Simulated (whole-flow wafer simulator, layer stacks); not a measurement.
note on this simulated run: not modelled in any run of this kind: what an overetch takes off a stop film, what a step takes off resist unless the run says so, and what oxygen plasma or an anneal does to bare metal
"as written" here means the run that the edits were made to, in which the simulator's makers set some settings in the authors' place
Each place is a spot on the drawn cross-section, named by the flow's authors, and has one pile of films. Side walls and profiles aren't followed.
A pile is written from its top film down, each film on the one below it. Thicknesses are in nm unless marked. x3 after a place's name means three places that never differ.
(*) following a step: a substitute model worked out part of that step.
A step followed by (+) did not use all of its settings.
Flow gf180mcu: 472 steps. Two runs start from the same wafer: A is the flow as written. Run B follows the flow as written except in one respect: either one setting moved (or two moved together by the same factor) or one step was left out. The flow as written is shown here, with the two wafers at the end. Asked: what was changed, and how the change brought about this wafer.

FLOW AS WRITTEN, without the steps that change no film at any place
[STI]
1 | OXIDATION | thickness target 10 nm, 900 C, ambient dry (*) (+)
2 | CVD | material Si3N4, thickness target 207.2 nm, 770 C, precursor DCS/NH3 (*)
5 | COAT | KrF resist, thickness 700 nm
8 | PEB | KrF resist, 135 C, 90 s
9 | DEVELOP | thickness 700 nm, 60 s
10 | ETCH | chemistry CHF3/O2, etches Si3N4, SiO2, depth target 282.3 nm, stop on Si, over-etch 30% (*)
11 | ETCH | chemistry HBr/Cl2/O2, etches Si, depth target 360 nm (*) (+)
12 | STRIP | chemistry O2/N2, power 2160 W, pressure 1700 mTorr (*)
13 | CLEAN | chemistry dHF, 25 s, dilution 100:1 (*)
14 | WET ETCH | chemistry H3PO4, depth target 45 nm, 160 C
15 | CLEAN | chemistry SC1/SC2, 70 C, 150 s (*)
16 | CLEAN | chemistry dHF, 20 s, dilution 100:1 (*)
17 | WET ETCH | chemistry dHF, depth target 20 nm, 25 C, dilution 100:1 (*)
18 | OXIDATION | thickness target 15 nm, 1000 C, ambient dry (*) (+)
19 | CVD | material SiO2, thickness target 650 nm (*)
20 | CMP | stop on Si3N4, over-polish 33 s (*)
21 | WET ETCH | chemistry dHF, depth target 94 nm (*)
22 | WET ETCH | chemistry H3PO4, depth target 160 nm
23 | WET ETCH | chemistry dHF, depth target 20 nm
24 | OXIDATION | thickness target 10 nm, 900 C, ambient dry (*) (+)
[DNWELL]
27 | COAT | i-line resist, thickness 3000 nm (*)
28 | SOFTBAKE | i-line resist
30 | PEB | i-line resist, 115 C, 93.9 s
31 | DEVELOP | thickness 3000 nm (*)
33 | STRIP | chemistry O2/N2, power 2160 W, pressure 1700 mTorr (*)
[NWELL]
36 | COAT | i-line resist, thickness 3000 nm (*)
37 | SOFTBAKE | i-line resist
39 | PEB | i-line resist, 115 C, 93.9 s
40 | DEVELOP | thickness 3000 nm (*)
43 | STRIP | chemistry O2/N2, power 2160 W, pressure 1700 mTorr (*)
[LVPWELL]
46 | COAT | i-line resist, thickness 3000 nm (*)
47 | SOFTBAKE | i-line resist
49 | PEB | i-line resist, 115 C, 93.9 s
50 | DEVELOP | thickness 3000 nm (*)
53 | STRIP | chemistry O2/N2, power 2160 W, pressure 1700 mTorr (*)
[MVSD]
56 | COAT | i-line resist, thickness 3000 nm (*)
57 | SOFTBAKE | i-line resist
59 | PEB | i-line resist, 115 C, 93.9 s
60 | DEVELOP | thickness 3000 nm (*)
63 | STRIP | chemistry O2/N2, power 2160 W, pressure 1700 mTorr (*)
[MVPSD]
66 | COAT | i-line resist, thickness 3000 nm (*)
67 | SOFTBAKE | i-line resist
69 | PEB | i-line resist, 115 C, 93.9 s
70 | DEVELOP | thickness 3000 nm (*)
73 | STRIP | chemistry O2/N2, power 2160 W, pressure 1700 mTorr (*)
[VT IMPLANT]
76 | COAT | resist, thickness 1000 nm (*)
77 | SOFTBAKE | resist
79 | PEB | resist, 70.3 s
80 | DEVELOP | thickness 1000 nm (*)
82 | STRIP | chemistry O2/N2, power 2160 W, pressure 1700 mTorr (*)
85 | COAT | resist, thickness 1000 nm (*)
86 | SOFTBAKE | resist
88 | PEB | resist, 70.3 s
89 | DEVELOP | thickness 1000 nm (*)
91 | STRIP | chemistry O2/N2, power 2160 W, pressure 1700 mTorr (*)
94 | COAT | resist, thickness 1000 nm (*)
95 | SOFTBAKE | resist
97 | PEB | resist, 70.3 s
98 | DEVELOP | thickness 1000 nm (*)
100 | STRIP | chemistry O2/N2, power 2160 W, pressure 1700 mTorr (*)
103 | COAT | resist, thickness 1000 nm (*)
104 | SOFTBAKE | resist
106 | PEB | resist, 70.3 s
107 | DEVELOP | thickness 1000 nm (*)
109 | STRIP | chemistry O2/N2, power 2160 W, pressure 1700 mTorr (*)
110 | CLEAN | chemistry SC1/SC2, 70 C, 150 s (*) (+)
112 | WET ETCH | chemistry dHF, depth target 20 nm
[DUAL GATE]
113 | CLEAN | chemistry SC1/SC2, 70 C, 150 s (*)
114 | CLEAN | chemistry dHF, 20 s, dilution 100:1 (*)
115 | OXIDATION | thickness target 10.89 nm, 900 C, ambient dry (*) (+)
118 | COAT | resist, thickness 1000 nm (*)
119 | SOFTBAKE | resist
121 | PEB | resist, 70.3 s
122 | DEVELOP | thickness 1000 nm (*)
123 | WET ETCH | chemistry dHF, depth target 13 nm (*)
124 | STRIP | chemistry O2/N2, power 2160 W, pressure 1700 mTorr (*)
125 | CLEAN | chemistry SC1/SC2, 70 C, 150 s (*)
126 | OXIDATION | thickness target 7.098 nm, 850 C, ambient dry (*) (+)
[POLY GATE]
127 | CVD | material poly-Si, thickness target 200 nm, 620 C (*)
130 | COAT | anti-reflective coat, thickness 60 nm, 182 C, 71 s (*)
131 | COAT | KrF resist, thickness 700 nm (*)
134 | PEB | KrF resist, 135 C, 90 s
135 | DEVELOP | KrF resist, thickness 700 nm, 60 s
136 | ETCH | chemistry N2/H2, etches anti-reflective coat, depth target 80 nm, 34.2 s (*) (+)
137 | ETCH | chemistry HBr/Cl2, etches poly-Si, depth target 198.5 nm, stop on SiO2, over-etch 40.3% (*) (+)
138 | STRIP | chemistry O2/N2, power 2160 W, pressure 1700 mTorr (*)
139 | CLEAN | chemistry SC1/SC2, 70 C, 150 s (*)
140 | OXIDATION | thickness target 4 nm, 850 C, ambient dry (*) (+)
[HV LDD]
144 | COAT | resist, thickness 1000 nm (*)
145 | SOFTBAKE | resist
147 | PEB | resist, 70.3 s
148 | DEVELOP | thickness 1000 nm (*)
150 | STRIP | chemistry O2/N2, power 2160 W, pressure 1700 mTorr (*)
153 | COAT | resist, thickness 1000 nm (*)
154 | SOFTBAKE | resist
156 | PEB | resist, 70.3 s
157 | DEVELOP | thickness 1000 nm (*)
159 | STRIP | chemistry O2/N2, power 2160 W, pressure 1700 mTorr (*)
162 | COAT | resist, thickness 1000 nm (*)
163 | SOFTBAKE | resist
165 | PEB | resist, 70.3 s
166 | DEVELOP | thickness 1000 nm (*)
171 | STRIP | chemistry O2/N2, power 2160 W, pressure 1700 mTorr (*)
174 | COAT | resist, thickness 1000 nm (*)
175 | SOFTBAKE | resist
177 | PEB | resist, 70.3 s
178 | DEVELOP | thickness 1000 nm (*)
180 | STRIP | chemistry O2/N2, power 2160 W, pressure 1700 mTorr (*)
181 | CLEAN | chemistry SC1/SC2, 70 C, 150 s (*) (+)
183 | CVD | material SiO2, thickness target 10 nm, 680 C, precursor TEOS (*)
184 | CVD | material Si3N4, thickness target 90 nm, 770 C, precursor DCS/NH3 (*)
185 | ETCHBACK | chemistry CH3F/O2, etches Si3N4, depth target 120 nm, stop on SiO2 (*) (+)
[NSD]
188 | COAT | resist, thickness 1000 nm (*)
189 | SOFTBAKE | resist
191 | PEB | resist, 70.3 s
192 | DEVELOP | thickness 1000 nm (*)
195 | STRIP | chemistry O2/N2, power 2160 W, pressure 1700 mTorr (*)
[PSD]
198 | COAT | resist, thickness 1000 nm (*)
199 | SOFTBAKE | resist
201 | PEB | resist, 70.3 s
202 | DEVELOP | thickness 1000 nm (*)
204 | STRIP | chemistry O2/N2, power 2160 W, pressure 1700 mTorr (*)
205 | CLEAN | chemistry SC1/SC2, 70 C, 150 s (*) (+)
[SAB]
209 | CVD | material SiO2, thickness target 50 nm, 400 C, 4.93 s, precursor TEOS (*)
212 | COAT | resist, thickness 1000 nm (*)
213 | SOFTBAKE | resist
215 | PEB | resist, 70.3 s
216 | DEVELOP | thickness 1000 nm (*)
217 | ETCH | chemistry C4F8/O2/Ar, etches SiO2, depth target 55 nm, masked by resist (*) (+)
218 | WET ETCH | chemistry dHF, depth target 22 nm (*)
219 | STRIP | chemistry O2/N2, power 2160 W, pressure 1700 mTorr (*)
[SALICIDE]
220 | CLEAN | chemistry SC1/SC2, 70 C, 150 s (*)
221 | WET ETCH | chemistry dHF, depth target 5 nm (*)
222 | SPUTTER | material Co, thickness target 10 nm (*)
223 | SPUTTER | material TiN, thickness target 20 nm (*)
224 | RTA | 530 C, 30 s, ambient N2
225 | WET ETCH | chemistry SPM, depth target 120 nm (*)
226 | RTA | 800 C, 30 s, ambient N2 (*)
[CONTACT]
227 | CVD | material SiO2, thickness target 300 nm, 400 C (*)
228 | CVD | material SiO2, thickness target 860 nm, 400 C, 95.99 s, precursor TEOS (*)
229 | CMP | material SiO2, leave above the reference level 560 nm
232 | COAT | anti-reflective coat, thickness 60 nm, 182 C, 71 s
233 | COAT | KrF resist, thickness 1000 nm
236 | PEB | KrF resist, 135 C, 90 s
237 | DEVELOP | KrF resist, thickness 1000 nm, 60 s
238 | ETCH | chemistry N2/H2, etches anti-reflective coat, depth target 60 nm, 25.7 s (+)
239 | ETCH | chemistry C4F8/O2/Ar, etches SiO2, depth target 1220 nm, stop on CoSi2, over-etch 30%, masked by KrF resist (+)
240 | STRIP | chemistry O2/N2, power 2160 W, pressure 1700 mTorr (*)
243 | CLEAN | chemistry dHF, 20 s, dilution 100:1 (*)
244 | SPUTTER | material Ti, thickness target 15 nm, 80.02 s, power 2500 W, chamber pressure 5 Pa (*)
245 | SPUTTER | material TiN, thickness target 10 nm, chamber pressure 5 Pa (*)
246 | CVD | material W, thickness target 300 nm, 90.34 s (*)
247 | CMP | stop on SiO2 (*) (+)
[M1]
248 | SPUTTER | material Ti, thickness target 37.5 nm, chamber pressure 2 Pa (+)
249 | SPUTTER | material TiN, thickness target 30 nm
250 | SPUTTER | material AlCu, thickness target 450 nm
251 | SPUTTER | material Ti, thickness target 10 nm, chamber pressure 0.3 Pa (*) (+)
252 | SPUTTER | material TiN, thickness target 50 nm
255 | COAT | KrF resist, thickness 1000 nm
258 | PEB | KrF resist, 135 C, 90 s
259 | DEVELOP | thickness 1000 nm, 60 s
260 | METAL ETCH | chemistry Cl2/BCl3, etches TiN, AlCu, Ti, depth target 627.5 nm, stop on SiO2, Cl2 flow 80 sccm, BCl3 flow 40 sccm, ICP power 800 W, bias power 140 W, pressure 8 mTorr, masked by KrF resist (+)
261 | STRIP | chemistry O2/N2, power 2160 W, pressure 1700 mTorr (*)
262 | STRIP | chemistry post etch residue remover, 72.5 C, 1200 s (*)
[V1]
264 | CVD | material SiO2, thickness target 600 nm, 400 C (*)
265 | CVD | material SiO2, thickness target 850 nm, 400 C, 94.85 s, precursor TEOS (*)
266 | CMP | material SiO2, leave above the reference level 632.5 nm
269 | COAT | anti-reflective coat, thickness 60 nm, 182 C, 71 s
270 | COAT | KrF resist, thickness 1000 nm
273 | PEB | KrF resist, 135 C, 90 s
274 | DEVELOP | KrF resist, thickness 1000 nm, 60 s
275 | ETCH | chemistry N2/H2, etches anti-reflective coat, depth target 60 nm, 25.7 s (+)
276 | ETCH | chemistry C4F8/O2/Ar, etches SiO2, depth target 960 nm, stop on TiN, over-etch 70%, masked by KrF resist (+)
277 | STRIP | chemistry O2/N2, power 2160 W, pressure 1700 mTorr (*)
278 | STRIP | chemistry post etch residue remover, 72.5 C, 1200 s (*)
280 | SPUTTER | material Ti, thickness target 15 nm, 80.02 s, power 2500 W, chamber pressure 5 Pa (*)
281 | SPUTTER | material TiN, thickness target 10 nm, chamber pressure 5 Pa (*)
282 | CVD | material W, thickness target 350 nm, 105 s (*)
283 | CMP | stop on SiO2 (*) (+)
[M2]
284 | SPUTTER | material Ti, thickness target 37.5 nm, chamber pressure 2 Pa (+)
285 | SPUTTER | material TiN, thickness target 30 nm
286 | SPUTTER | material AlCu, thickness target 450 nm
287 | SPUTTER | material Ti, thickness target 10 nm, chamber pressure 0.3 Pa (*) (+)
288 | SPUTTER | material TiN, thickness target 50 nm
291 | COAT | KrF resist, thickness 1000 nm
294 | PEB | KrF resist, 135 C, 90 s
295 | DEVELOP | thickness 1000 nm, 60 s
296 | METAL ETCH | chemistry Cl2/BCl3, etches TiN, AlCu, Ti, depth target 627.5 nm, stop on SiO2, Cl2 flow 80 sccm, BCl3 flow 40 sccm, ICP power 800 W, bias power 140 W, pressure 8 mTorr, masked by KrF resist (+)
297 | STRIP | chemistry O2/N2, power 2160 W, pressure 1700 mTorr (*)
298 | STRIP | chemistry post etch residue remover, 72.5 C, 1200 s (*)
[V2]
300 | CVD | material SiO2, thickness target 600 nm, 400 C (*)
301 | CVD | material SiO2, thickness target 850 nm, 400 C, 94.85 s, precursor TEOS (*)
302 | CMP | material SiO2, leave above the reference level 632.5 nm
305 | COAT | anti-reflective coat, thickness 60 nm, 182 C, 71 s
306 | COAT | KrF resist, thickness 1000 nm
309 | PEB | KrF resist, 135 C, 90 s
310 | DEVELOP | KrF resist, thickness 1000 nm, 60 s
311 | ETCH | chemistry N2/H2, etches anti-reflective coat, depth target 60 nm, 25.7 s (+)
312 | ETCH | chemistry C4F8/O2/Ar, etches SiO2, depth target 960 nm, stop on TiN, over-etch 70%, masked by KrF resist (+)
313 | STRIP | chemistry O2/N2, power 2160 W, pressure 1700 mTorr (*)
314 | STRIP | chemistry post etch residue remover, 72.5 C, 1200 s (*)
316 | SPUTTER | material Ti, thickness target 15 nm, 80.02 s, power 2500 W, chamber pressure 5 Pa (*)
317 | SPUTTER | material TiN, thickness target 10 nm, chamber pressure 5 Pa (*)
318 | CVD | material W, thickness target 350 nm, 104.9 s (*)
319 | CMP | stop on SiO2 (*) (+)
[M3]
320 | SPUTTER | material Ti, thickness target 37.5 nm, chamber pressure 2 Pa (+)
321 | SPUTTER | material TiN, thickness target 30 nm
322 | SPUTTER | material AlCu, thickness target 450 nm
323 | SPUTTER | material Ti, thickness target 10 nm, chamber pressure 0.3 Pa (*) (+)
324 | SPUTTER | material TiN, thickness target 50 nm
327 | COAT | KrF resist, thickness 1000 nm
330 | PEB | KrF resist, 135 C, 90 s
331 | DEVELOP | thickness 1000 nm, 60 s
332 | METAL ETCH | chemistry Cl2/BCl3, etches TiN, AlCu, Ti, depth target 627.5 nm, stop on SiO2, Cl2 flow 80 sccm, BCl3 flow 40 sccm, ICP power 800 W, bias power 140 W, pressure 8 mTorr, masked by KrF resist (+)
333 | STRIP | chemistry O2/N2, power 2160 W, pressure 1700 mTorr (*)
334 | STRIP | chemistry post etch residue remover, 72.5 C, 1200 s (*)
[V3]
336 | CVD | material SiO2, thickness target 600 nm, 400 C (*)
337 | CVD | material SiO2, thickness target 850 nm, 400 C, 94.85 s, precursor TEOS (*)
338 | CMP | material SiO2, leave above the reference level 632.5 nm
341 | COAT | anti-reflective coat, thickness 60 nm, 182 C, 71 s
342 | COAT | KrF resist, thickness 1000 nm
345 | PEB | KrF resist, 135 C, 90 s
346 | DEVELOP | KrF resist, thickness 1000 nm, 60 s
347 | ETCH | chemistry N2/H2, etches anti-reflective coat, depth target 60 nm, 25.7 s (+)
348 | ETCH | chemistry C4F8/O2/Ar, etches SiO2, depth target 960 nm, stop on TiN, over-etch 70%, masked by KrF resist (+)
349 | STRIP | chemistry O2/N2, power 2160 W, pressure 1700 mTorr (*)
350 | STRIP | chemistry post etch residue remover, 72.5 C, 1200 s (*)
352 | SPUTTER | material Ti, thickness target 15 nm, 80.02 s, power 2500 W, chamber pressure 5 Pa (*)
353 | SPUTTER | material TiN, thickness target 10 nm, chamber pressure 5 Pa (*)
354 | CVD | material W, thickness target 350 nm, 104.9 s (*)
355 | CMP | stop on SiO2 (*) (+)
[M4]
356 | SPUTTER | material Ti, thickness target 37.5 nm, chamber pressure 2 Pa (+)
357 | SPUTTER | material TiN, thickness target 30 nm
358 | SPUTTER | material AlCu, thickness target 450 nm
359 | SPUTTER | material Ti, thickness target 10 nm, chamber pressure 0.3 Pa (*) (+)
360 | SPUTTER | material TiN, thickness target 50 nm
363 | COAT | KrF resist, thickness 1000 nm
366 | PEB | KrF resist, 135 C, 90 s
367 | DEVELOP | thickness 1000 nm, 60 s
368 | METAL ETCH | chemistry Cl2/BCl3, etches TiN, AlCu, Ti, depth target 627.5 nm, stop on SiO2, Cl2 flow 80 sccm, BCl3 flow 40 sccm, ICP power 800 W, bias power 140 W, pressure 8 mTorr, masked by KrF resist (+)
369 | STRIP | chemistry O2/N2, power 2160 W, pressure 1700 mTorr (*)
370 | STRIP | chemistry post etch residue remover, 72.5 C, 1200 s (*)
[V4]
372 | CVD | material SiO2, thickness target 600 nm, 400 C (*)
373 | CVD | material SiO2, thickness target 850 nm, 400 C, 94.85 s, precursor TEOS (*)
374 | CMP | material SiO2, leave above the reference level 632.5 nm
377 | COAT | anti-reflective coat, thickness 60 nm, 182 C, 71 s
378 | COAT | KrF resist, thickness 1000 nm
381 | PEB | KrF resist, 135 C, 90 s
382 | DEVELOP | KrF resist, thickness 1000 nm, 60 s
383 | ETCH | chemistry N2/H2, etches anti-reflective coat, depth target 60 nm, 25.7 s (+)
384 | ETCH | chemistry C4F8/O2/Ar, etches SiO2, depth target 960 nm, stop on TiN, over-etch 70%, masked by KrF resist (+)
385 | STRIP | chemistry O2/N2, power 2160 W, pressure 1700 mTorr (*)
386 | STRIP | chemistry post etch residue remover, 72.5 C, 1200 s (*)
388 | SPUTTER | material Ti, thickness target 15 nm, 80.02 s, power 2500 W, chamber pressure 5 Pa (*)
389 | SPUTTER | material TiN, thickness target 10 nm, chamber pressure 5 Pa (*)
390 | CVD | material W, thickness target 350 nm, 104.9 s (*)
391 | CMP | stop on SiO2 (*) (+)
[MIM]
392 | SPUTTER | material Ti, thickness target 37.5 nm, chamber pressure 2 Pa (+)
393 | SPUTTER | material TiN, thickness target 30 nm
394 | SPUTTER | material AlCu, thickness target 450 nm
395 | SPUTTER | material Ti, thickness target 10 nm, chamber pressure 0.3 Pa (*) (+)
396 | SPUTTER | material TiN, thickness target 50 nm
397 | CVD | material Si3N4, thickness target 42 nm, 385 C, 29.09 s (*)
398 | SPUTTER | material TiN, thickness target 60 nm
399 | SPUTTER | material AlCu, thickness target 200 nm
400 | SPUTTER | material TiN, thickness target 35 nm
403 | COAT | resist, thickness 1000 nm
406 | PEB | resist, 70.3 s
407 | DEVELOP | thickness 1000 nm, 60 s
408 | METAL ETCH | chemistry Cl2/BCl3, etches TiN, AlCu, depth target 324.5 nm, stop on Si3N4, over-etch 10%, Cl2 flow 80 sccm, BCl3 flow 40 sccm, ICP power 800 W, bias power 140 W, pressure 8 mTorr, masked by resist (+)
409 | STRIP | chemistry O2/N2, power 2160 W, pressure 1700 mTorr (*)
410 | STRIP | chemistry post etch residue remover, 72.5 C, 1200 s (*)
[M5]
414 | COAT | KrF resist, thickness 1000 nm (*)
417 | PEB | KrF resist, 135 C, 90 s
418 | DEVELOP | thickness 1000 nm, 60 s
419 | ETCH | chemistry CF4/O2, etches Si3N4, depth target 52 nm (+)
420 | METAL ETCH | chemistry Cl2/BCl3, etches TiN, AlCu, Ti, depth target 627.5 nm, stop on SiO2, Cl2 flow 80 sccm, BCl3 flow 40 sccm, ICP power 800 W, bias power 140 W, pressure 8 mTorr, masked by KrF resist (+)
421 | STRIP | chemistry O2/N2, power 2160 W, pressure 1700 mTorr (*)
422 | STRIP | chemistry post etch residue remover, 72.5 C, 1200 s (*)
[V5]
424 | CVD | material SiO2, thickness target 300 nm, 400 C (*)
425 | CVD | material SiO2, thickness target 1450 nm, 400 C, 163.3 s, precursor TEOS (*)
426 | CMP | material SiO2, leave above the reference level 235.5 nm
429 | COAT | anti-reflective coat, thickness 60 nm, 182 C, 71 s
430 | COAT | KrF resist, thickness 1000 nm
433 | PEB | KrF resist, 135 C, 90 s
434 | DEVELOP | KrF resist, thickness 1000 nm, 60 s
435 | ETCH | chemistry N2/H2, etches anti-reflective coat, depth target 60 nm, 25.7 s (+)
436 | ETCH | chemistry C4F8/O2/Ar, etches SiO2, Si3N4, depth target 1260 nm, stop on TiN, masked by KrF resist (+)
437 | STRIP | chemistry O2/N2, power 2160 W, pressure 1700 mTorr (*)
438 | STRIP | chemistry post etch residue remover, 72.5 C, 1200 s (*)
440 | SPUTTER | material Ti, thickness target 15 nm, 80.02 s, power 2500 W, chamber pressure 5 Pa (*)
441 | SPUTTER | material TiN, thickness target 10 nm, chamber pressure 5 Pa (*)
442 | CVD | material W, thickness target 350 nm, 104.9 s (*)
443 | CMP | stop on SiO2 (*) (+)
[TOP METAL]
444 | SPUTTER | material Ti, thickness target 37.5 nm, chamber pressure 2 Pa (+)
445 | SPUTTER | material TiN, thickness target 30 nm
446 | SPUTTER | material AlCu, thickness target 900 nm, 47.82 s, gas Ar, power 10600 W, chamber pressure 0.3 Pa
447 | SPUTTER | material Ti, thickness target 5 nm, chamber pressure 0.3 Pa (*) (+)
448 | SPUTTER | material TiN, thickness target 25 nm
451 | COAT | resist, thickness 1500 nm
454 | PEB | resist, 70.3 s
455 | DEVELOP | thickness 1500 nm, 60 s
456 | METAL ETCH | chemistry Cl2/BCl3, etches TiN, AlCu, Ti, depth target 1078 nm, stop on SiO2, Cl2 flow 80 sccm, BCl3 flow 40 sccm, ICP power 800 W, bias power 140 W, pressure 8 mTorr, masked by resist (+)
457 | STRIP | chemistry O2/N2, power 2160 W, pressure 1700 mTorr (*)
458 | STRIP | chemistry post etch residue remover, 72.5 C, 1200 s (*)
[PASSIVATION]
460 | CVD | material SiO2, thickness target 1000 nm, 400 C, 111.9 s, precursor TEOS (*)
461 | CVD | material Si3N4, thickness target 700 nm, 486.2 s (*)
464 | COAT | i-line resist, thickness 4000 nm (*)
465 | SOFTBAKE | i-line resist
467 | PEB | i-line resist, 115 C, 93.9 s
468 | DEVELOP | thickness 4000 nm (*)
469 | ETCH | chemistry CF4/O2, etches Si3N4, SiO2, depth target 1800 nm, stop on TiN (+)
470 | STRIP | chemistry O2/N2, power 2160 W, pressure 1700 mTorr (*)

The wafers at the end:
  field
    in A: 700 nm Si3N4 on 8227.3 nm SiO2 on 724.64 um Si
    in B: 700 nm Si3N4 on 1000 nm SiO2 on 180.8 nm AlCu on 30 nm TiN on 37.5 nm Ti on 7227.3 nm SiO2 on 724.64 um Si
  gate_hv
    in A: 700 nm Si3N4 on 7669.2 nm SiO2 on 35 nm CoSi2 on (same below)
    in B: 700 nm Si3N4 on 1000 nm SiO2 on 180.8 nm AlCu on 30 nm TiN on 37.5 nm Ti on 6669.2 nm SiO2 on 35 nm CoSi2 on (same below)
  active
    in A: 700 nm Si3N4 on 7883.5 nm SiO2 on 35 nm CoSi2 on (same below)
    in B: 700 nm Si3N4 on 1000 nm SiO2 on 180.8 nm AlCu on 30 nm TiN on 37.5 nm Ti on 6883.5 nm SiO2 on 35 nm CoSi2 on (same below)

The reason: step 456, METAL ETCH: depth target 743.5 nm was run, whereas the flow has depth target 1078 nm.

The path from the change to this, step by step:
  456 | METAL ETCH | chemistry Cl2/BCl3, etches TiN, AlCu, Ti, depth target 1078 nm, stop on SiO2, Cl2 flow 80 sccm, BCl3 flow 40 sccm, ICP power 800 W, bias power 140 W, pressure 8 mTorr, masked by resist (+)
      field, field__w1, field__w2 and 103 more: A -25 TiN (all of it), -5 Ti (all of it), -900 AlCu (all of it), -30 TiN (all of it), -37.5 Ti (all of it) | B -25 TiN (all of it), -5 Ti (all of it), -713.5 AlCu
      field__w8, contact, m1, m1__w1, pad, m1_nw: A -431 resist | B -297.4 resist
  457 | STRIP | chemistry O2/N2, power 2160 W, pressure 1700 mTorr (*)
      field__w8, contact, m1, m1__w1, pad, m1_nw: A -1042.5 resist (all of it) | B -1176.1 resist (all of it)
  458 | STRIP | chemistry post etch residue remover, 72.5 C, 1200 s (*)
      field, field__w1, field__w2 and 103 more: A nothing | B -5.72 AlCu
  460 | CVD | material SiO2, thickness target 1000 nm, 400 C, 111.9 s, precursor TEOS (*)
      field, field__w1, field__w2 and 103 more: A +1000 SiO2 | B +1000 SiO2 (new film)
  464 | COAT | i-line resist, thickness 4000 nm (*)
      field__w8: A +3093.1 i-line resist (new film) | B +3313.6 i-line resist (new film)
      contact: A +3153.6 i-line resist (new film) | B +3351.7 i-line resist (new film)
      (as well as at 4 more places)
  465 | SOFTBAKE | i-line resist
      gate: A +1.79 i-line resist | B -0.35 i-line resist
      field__w11, field__w13: A +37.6 i-line resist | B +25.1 i-line resist
      (as well as at 66 more places)
  467 | PEB | i-line resist, 115 C, 93.9 s
      field__w8, m1__w1: A -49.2 i-line resist | B -53.7 i-line resist
      contact, m1: A -49.6 i-line resist | B -54 i-line resist
      (as well as at 2 more places)
  468 | DEVELOP | thickness 4000 nm (*)
      pad: A -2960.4 i-line resist (all of it) | B -3202.2 i-line resist (all of it)
  470 | STRIP | chemistry O2/N2, power 2160 W, pressure 1700 mTorr (*)
      field__w8, m1__w1: A -1775.9 i-line resist (all of it) | B -2013.9 i-line resist (all of it)
      contact: A -1798.3 i-line resist (all of it) | B -2028.2 i-line resist (all of it)
      (as well as at 2 more places)
With metal films that touch counted as one body, field has 1 body; the flow as written gives 0 bodies.
With metal films that touch counted as one body, gate_hv has 2 bodies (between them, from the top down: SiO2 6669.2); the flow as written gives 1 body.
With metal films that touch counted as one body, active has 2 bodies (between them, from the top down: SiO2 6883.5); the flow as written gives 1 body.
